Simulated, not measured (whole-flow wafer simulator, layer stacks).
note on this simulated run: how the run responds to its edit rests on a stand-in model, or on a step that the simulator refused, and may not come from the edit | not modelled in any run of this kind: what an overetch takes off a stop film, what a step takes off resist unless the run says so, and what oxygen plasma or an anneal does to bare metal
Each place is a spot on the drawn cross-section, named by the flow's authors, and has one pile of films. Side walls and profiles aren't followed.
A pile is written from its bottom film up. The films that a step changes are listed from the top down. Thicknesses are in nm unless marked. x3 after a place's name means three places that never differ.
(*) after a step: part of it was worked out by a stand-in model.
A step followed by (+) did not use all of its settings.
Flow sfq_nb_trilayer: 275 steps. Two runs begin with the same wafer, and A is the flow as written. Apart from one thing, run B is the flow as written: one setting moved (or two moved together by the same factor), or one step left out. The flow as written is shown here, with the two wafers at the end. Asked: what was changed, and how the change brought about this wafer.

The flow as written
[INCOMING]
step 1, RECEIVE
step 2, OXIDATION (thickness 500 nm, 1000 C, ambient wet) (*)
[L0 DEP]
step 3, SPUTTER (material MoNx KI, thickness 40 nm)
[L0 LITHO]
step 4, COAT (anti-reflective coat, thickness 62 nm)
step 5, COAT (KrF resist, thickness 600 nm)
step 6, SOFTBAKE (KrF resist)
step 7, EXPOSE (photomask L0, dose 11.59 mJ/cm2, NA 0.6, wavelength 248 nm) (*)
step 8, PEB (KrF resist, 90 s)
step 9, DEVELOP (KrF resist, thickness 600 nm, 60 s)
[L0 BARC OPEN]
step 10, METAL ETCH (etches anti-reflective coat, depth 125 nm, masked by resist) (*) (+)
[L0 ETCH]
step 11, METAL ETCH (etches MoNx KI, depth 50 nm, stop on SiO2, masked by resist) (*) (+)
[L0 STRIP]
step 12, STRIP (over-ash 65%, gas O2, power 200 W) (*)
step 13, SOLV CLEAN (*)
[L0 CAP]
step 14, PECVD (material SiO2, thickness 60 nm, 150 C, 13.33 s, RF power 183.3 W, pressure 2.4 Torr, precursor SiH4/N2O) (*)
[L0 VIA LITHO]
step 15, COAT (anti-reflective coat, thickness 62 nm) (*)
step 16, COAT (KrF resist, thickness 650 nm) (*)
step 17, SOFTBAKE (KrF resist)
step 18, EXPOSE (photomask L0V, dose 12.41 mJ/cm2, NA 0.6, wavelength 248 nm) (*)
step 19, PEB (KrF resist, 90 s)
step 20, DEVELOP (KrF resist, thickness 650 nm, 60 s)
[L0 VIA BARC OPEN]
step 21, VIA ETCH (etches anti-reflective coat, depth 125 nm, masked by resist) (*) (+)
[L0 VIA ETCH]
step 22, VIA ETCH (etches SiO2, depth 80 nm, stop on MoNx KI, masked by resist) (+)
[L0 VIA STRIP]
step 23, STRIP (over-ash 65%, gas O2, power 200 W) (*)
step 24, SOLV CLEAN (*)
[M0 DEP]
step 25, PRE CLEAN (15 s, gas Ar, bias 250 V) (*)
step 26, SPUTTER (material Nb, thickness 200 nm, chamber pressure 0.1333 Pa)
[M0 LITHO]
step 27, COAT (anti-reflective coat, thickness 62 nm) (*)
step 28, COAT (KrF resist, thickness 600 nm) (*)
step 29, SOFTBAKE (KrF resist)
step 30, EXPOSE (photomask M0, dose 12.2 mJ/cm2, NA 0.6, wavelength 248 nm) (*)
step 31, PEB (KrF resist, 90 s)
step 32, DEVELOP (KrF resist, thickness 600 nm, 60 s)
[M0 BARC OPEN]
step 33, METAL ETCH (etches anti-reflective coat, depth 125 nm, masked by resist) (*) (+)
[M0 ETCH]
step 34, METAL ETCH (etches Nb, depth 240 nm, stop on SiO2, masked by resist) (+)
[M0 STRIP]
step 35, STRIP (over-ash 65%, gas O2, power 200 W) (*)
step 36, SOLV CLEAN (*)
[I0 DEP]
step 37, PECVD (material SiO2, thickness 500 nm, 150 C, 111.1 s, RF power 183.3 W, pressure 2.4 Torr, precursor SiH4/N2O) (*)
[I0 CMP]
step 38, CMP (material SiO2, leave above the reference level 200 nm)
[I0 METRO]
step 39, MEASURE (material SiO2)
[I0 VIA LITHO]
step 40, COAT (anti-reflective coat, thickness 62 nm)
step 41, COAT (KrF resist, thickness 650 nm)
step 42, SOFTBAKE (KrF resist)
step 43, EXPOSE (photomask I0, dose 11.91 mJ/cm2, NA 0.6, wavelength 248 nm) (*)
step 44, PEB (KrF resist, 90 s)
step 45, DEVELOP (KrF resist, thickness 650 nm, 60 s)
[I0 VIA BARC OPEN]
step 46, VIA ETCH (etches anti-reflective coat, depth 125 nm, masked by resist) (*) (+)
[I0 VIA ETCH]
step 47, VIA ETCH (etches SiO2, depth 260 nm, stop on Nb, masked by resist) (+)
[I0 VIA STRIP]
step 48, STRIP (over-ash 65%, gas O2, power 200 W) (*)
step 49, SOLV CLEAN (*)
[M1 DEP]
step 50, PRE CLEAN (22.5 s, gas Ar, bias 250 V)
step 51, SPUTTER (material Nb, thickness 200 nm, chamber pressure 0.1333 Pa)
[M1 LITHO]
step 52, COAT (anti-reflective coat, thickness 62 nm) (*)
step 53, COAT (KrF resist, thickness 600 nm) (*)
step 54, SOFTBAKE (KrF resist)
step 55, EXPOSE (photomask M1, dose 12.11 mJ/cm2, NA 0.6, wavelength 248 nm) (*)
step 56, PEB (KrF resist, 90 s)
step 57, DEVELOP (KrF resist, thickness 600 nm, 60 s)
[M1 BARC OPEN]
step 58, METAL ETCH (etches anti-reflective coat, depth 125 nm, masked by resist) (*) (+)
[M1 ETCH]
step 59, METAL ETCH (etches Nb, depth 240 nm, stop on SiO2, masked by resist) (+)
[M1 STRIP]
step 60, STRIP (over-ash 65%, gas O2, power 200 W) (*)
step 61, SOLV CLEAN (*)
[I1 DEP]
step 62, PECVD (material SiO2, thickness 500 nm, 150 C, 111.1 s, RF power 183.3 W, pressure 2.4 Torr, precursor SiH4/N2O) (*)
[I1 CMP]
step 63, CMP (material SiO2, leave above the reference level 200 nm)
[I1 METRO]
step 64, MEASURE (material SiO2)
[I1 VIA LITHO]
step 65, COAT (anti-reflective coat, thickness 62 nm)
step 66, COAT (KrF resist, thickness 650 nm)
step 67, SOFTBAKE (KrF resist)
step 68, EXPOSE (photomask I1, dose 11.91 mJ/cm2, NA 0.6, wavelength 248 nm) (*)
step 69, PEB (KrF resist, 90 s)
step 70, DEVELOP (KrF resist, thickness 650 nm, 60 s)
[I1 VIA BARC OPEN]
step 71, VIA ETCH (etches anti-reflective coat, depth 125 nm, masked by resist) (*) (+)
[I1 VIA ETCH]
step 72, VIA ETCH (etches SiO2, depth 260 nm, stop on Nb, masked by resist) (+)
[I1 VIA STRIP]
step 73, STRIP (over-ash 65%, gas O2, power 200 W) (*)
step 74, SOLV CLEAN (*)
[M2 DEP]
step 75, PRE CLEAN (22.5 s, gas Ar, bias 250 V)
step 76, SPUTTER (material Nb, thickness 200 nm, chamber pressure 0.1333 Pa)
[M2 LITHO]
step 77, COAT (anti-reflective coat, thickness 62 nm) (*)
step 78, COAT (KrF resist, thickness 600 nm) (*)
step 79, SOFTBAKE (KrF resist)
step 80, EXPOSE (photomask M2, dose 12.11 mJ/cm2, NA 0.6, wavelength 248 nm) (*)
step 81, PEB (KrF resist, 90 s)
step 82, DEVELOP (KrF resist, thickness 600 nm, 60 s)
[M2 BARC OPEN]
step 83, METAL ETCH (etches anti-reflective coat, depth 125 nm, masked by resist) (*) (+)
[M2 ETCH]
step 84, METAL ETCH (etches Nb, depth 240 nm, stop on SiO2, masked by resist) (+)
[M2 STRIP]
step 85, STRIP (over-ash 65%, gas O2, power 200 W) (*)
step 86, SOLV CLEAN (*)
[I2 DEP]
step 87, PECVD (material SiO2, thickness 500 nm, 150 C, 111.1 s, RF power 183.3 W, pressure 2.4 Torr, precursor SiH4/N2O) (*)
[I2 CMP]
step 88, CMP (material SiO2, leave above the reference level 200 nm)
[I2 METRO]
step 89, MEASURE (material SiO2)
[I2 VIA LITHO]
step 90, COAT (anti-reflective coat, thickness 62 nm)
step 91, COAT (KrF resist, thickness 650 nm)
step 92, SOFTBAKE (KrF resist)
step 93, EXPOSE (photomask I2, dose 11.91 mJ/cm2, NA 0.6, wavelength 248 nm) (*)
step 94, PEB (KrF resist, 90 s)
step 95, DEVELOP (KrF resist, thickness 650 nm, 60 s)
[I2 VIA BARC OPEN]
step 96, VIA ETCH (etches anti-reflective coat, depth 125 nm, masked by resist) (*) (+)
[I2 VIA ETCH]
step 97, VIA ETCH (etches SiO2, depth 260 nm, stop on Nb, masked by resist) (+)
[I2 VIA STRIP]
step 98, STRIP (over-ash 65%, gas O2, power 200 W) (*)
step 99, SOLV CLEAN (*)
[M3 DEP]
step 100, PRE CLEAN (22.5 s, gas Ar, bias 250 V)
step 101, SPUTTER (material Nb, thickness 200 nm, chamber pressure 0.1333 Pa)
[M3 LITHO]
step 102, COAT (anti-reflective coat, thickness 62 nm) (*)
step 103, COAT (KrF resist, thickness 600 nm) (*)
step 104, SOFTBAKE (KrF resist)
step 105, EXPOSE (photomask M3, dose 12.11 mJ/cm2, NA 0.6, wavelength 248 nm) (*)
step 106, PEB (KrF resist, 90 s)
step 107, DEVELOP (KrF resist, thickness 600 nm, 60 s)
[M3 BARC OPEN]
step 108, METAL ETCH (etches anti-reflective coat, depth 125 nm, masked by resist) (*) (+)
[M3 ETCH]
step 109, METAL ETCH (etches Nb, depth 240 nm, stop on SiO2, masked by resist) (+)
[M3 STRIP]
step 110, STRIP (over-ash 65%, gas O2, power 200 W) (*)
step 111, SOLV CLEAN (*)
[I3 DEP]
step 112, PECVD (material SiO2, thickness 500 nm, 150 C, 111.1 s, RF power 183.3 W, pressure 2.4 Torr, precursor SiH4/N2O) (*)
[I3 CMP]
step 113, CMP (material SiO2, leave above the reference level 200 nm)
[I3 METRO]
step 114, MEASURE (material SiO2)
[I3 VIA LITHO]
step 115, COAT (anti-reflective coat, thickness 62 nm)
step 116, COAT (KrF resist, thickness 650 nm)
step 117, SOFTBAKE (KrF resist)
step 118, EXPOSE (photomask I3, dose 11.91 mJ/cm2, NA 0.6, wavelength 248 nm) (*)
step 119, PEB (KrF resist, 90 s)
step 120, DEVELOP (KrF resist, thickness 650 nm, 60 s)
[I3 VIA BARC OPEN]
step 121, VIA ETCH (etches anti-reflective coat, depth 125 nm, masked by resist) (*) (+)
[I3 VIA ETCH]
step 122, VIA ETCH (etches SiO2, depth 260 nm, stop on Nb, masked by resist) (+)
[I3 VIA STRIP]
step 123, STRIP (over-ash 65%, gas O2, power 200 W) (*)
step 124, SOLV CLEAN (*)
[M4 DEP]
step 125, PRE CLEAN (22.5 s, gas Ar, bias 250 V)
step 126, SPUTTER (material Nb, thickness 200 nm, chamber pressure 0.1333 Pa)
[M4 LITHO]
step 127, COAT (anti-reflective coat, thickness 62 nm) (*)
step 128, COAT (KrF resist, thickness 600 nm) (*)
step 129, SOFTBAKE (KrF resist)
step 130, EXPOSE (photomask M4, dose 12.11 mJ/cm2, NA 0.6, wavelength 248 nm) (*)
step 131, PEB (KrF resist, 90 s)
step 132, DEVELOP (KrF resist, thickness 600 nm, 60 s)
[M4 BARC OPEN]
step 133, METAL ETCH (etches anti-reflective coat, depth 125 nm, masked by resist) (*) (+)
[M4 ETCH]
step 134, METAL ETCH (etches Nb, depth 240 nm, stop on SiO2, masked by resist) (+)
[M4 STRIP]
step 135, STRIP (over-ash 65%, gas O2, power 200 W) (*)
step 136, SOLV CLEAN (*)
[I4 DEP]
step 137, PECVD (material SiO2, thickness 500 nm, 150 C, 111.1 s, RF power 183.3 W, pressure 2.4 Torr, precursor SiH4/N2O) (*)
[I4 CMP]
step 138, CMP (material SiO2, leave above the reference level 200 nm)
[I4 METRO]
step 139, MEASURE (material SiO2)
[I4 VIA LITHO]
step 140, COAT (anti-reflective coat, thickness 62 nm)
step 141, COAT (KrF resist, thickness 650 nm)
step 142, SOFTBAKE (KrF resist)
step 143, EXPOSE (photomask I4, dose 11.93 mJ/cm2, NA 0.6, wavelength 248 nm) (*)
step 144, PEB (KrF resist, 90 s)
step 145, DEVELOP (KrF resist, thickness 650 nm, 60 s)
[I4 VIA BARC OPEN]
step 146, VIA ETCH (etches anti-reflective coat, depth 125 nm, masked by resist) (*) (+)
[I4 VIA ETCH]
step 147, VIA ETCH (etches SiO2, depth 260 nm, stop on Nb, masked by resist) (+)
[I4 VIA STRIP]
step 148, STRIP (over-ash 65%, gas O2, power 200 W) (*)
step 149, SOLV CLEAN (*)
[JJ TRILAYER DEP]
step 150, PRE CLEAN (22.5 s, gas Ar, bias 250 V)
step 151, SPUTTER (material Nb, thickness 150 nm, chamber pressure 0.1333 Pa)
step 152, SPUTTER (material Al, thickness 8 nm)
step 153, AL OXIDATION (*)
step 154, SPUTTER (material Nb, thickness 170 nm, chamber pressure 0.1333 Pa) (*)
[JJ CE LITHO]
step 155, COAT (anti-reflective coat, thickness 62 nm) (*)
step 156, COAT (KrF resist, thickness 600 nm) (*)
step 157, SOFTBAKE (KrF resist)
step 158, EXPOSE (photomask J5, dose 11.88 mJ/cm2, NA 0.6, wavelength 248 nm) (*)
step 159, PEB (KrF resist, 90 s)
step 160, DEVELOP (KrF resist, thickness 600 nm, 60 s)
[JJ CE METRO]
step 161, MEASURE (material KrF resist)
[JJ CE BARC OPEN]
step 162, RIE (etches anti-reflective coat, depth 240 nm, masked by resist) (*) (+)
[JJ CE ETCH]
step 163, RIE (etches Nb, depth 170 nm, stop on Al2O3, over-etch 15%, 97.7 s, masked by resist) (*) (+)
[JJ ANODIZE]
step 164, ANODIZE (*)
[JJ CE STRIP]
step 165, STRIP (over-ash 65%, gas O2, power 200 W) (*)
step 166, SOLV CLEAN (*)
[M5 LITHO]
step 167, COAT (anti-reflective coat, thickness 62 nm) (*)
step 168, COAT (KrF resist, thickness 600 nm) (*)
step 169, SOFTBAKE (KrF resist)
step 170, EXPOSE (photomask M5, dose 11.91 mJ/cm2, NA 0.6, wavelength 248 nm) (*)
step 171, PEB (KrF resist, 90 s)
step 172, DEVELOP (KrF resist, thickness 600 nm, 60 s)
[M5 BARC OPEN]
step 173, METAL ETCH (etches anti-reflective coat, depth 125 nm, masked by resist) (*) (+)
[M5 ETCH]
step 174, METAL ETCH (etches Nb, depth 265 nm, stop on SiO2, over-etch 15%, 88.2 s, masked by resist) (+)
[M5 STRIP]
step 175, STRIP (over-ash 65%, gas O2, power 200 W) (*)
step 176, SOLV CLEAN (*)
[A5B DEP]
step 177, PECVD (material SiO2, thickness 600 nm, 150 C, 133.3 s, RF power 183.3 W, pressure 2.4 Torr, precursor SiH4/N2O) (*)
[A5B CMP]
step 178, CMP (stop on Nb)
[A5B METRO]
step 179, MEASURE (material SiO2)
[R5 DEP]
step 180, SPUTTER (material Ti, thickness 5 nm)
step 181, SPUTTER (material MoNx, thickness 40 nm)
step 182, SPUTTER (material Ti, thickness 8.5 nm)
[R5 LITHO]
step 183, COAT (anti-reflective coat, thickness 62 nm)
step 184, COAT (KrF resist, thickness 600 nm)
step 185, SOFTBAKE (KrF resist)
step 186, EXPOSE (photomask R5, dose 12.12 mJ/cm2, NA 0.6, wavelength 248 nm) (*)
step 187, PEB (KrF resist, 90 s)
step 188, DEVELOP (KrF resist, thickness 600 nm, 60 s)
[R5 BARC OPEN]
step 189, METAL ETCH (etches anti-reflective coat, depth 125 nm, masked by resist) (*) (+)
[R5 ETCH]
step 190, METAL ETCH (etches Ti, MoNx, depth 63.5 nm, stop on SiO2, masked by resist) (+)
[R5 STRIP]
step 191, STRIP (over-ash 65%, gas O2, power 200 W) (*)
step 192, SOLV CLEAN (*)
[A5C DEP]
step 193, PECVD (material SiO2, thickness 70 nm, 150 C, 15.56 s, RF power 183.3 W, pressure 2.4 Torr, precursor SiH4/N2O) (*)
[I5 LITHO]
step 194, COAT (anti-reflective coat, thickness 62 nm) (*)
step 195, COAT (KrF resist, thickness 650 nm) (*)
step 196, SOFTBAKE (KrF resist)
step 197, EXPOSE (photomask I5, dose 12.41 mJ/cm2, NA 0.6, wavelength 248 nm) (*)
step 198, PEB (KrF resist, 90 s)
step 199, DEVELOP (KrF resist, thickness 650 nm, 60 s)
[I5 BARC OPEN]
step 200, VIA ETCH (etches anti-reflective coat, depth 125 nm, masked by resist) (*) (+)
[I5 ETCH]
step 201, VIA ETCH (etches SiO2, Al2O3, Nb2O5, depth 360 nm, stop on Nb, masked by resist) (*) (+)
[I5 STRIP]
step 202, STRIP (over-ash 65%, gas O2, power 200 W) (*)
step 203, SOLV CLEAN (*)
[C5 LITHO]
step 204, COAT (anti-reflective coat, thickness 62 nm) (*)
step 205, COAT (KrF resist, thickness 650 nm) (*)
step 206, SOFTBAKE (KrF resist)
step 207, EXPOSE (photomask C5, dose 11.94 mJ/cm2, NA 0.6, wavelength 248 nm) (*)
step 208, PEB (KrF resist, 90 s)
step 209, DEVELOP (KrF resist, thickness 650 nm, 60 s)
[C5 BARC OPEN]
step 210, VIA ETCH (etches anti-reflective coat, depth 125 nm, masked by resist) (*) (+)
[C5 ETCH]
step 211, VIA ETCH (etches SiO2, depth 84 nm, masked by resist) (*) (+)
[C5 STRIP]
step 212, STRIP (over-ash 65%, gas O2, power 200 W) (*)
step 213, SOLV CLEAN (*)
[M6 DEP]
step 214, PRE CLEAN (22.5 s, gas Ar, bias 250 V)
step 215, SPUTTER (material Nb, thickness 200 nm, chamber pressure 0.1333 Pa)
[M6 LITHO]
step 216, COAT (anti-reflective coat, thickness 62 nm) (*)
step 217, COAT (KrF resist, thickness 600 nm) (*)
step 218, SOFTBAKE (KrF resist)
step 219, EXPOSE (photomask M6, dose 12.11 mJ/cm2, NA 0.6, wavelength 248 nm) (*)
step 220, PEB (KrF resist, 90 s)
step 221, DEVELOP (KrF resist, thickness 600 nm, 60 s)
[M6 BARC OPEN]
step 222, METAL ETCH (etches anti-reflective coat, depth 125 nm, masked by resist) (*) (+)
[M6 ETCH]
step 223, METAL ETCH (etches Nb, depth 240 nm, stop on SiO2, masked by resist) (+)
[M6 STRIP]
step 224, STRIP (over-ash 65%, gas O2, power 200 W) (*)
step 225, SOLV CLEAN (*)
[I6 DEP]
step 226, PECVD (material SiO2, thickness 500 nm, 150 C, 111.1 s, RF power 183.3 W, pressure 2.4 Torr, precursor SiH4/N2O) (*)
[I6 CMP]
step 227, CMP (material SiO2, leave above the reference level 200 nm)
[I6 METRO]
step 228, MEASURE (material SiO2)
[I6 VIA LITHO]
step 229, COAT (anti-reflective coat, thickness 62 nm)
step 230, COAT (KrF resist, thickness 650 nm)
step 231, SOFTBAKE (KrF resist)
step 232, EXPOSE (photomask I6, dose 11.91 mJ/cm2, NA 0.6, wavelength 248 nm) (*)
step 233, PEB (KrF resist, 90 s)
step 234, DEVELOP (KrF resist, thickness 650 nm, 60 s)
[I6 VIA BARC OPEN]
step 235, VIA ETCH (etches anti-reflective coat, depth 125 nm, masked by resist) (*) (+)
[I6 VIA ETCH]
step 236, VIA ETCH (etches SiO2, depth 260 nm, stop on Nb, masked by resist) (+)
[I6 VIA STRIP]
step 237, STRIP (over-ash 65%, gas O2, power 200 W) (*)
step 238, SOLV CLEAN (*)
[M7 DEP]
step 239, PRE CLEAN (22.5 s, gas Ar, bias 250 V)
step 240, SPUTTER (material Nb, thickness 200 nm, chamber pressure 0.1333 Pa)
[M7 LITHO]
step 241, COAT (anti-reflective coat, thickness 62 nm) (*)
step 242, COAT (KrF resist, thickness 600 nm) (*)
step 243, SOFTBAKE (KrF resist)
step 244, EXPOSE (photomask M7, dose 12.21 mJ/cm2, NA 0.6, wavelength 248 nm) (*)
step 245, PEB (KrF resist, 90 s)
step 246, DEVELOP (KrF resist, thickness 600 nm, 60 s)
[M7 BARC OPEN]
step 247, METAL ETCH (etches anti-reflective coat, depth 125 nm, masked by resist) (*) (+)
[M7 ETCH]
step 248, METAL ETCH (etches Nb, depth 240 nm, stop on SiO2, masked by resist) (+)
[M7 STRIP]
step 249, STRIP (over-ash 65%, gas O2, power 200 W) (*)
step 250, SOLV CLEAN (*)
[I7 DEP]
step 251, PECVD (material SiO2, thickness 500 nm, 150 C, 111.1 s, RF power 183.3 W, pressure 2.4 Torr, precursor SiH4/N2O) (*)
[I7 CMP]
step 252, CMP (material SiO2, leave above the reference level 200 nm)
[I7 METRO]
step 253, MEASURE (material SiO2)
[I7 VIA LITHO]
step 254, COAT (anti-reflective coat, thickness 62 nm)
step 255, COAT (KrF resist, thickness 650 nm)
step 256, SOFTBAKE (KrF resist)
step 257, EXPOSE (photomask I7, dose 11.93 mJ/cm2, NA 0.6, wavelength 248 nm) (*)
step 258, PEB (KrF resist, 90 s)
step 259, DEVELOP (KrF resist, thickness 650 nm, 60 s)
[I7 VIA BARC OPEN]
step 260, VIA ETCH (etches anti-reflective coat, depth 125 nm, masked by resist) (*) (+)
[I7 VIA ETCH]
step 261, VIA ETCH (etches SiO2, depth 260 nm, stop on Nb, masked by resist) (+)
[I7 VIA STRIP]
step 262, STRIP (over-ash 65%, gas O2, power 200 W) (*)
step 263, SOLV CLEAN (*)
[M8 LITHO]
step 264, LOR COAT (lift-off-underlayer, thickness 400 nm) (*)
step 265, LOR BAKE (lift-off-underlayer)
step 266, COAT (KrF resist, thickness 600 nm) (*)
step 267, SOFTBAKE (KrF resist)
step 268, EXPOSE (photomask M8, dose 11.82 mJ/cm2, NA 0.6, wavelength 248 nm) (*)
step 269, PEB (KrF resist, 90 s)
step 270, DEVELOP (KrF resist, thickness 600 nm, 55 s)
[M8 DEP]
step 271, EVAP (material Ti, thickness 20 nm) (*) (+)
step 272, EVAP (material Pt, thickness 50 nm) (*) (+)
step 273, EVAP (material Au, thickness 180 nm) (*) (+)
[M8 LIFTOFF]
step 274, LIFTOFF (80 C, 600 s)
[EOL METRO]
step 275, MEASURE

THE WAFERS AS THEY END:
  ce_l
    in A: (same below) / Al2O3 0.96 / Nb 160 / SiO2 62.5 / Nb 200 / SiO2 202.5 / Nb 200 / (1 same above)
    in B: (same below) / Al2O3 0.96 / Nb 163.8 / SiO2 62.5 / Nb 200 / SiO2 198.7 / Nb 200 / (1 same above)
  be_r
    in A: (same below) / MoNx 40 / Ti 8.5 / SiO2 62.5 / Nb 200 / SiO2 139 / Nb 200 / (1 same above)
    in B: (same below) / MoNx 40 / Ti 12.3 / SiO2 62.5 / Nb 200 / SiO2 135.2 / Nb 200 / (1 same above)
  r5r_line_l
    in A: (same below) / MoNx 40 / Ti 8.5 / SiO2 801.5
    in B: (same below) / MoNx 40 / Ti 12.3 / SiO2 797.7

What caused this: step 182, SPUTTER: thickness 12.3 nm was run, whereas the flow has thickness 8.5 nm.
The wafer lets one read it off: be_r has Ti 12.3, and step 182 as written asks for 8.5 nm.

The path from the change to this, step by step:
  step 182, SPUTTER (material Ti, thickness 8.5 nm)
      field_l, v_sur, via_wl and 103 more: A +8.5 Ti (new film) | B +12.3 Ti (new film)
  step 190, METAL ETCH (etches Ti, MoNx, depth 63.5 nm, stop on SiO2, masked by resist) (+)
      field_l, v_sur, via_wl and 92 more: A -8.5 Ti (all of it), -40 MoNx (all of it), -5 Ti (all of it) | B -12.3 Ti (all of it), -40 MoNx (all of it), -5 Ti (all of it)
      ce_l, c5j, ce_r, wl_jj: A -8.5 Ti (all of it), -40 MoNx (all of it), -5 Ti (all of it), -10 Nb | B -12.3 Ti (all of it), -40 MoNx (all of it), -5 Ti (all of it), -6.2 Nb
  step 194, COAT (anti-reflective coat, thickness 62 nm) (*)
      ce_l: A +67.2 anti-reflective coat (new film) | B +65.5 anti-reflective coat (new film)
      ce_r: A +68.1 anti-reflective coat (new film) | B +66.2 anti-reflective coat (new film)
      (also at 1 further place)
  step 202, STRIP (over-ash 65%, gas O2, power 200 W) (*)
      ce_l: A -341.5 KrF resist (all of it), -67.2 anti-reflective coat (all of it) | B -340.5 KrF resist (all of it), -65.5 anti-reflective coat (all of it)
      ce_r: A -346.1 KrF resist (all of it), -68.1 anti-reflective coat (all of it) | B -345.6 KrF resist (all of it), -66.2 anti-reflective coat (all of it)
      (also at 1 further place)
  step 204, COAT (anti-reflective coat, thickness 62 nm) (*)
      ce_l: A +66 anti-reflective coat (new film) | B +64.3 anti-reflective coat (new film)
      ce_r: A +67.2 anti-reflective coat (new film) | B +65.3 anti-reflective coat (new film)
      (also at 1 further place)
  step 212, STRIP (over-ash 65%, gas O2, power 200 W) (*)
      ce_l: A -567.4 KrF resist (all of it), -66 anti-reflective coat (all of it) | B -566.7 KrF resist (all of it), -64.3 anti-reflective coat (all of it)
      ce_r: A -573.7 KrF resist (all of it), -67.2 anti-reflective coat (all of it) | B -573.5 KrF resist (all of it), -65.3 anti-reflective coat (all of it)
      (also at 1 further place)
  step 216, COAT (anti-reflective coat, thickness 62 nm) (*)
      r5r_spacepad_l, r5r_spacepad_r: A +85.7 anti-reflective coat (new film) | B +87.6 anti-reflective coat (new film)
      ce_l: A +48 anti-reflective coat (new film) | B +46.8 anti-reflective coat (new film)
      (also at 2 further places)
  step 222, METAL ETCH (etches anti-reflective coat, depth 125 nm, masked by resist) (*) (+)
      r5r_spacepad_l, r5r_spacepad_r: A -85.7 anti-reflective coat (all of it) | B -87.6 anti-reflective coat (all of it)
  step 224, STRIP (over-ash 65%, gas O2, power 200 W) (*)
      ce_l: A -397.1 KrF resist (all of it), -48 anti-reflective coat (all of it) | B -395.6 KrF resist (all of it), -46.8 anti-reflective coat (all of it)
      ce_r: A -403.5 KrF resist (all of it), -48.8 anti-reflective coat (all of it) | B -402.6 KrF resist (all of it), -47.5 anti-reflective coat (all of it)
      (also at 1 further place)
  step 227, CMP (material SiO2, leave above the reference level 200 nm)
      r5r_line_l, r5r_spacepad_l, r5r_spacepad_r, r5r_line_c, r5r_line_r: A -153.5 SiO2 | B -157.3 SiO2
